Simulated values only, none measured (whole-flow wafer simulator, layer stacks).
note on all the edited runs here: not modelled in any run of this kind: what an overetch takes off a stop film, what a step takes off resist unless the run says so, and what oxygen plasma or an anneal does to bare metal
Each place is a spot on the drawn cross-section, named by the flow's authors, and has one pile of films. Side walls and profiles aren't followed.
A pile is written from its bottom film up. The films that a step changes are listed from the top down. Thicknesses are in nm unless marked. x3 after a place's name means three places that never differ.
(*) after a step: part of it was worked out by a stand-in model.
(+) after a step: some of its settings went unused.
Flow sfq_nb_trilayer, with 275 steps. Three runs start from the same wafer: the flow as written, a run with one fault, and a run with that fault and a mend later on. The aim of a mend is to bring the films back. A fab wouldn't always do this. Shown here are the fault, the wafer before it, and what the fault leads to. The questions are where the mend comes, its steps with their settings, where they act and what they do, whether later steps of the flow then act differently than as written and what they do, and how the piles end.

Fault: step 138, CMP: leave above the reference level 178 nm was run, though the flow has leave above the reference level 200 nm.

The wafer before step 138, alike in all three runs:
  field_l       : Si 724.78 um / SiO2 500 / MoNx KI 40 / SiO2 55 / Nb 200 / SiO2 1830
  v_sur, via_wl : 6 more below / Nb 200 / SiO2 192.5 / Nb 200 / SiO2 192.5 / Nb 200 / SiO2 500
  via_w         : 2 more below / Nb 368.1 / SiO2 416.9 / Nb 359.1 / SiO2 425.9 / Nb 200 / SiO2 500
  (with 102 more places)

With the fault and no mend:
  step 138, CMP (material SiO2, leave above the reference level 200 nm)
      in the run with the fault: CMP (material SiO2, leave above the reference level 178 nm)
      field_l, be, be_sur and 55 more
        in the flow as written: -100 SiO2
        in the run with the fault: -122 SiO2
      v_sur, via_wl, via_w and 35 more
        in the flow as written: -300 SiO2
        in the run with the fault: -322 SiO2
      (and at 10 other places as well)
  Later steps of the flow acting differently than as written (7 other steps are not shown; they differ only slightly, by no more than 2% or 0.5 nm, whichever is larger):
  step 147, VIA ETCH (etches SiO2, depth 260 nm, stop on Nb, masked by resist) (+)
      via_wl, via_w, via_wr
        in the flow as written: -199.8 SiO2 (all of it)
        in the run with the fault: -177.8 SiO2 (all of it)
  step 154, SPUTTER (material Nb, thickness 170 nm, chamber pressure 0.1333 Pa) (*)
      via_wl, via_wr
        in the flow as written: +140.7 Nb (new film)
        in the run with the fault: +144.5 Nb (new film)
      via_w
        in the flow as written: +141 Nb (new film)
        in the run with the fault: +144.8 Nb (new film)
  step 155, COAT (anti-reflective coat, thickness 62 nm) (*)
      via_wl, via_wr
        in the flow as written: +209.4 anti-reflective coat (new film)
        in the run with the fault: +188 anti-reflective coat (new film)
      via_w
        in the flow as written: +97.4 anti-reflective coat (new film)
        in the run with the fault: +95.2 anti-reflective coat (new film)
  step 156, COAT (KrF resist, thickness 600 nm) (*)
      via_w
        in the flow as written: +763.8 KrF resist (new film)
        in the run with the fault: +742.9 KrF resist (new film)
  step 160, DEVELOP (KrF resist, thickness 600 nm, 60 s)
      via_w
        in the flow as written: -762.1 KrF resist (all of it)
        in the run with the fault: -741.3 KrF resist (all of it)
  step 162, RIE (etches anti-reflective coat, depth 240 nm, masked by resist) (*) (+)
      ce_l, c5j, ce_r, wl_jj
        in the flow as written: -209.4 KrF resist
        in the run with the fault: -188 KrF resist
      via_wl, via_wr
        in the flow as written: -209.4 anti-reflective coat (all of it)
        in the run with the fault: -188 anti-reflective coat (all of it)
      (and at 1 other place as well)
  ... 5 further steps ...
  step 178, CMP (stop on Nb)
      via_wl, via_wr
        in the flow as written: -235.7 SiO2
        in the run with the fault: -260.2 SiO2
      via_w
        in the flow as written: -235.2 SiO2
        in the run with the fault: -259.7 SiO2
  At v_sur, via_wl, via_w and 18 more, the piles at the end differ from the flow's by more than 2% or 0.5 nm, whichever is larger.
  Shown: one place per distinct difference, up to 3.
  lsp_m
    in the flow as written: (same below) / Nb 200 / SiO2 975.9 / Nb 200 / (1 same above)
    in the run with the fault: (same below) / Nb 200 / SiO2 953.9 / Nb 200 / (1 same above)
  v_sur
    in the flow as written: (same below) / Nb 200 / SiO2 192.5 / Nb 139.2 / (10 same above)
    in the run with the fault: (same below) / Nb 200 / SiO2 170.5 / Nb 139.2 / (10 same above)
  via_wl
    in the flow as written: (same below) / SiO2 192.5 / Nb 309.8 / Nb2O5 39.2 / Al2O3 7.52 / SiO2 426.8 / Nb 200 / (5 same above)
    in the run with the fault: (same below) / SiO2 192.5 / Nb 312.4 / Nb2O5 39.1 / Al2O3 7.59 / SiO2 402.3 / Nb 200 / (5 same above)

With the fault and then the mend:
  After step 145 comes the mend.
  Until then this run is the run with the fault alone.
  step 145a, STRIP (over-ash 65%, gas O2, power 200 W) (*)
      field_l, v_sur, via_sp and 100 more
        -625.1 KrF resist (all of it), -62 anti-reflective coat (all of it)
      via_wl, via_w, via_wr
        -62 anti-reflective coat (all of it)
  step 145b, PECVD (material SiO2, thickness 22 nm, 150 C, 4.889 s, RF power 183.3 W, pressure 2.4 Torr, precursor SiH4/N2O) (a further turn of the flow's step 137, with different settings)
      field_l, v_sur, via_wl and 103 more
        +22 SiO2
  step 145c, COAT (anti-reflective coat, thickness 62 nm) (a further turn of the flow's step 140)
      field_l, v_sur, via_wl and 103 more
        +62 anti-reflective coat (new film)
  step 145d, COAT (KrF resist, thickness 650 nm) (a further turn of the flow's step 141)
      field_l, v_sur, via_wl and 103 more
        +650 KrF resist (new film)
  step 145e, SOFTBAKE (KrF resist) (a further turn of the flow's step 142)
      alters no film at any place that is followed
  step 145f, EXPOSE (photomask I4, dose 11.93 mJ/cm2, NA 0.6, wavelength 248 nm) (*) (a further turn of the flow's step 143)
      alters no film at any place that is followed
  step 145g, PEB (KrF resist, 90 s) (a further turn of the flow's step 144)
      field_l, v_sur, via_wl and 103 more
        -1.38 KrF resist
  step 145h, DEVELOP (KrF resist, thickness 650 nm, 60 s) (a further turn of the flow's step 145)
      field_l, v_sur, via_sp and 100 more
        -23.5 KrF resist
      via_wl, via_w, via_wr
        -648.6 KrF resist (all of it)
  Later steps of the flow that are run all act as written at every place that is followed, up to a difference of at most 2% or 0.5 nm, whichever is larger.
  When the end is reached, the piles differ only a little from the flow's at the places that both follow, at most by 2% or 0.5 nm, whichever is larger.
